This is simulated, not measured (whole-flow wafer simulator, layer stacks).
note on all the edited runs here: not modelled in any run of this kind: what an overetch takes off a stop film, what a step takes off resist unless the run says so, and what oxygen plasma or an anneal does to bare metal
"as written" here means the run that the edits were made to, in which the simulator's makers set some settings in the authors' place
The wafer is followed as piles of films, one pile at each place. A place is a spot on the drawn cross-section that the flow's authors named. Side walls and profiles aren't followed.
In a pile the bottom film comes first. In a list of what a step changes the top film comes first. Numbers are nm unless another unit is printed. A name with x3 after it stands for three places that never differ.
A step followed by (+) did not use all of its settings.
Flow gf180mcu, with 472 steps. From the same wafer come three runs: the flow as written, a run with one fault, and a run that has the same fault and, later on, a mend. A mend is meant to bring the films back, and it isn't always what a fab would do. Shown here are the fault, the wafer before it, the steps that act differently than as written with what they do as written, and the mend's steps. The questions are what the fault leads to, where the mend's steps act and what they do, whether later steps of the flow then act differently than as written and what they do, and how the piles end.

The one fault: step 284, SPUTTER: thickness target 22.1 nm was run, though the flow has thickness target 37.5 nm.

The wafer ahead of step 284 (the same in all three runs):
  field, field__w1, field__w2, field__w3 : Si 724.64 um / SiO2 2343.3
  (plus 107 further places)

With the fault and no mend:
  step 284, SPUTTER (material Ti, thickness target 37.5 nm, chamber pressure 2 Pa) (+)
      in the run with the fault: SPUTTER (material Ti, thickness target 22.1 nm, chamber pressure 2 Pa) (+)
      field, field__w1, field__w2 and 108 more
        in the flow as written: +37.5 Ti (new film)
        in the run with the fault: +22.1 Ti (new film)
  Steps later in the flow that act otherwise than as written:
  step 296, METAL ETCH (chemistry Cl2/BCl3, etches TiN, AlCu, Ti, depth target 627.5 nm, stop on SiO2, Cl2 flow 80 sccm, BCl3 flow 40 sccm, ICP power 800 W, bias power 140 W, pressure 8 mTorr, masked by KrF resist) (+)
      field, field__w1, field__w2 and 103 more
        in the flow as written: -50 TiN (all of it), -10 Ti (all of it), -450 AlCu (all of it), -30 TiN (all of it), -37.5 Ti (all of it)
        in the run with the fault: -50 TiN (all of it), -10 Ti (all of it), -450 AlCu (all of it), -30 TiN (all of it), -22.1 Ti (all of it)
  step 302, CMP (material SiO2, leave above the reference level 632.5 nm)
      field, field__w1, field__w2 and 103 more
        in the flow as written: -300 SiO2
        in the run with the fault: -315.4 SiO2
  The piles end different from the flow's at field__w8, contact, m1, m1__w1, m1_nw by more than 2% or 0.5 nm, whichever is larger.
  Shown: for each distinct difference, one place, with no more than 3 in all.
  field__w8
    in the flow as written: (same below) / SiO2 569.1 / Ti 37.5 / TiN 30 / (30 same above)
    in the run with the fault: (same below) / SiO2 569.1 / Ti 22.1 / TiN 30 / (30 same above)
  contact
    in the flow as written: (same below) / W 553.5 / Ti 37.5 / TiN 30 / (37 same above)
    in the run with the fault: (same below) / W 553.5 / Ti 22.1 / TiN 30 / (37 same above)

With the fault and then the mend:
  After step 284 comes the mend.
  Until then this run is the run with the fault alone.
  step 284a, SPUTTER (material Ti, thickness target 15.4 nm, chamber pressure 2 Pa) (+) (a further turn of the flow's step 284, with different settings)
      field, field__w1, field__w2 and 108 more
        +15.4 Ti
  Later steps of the flow that are run all act as written at every place that is followed.
  By the end, the piles equal the flow's at every place that both follow.
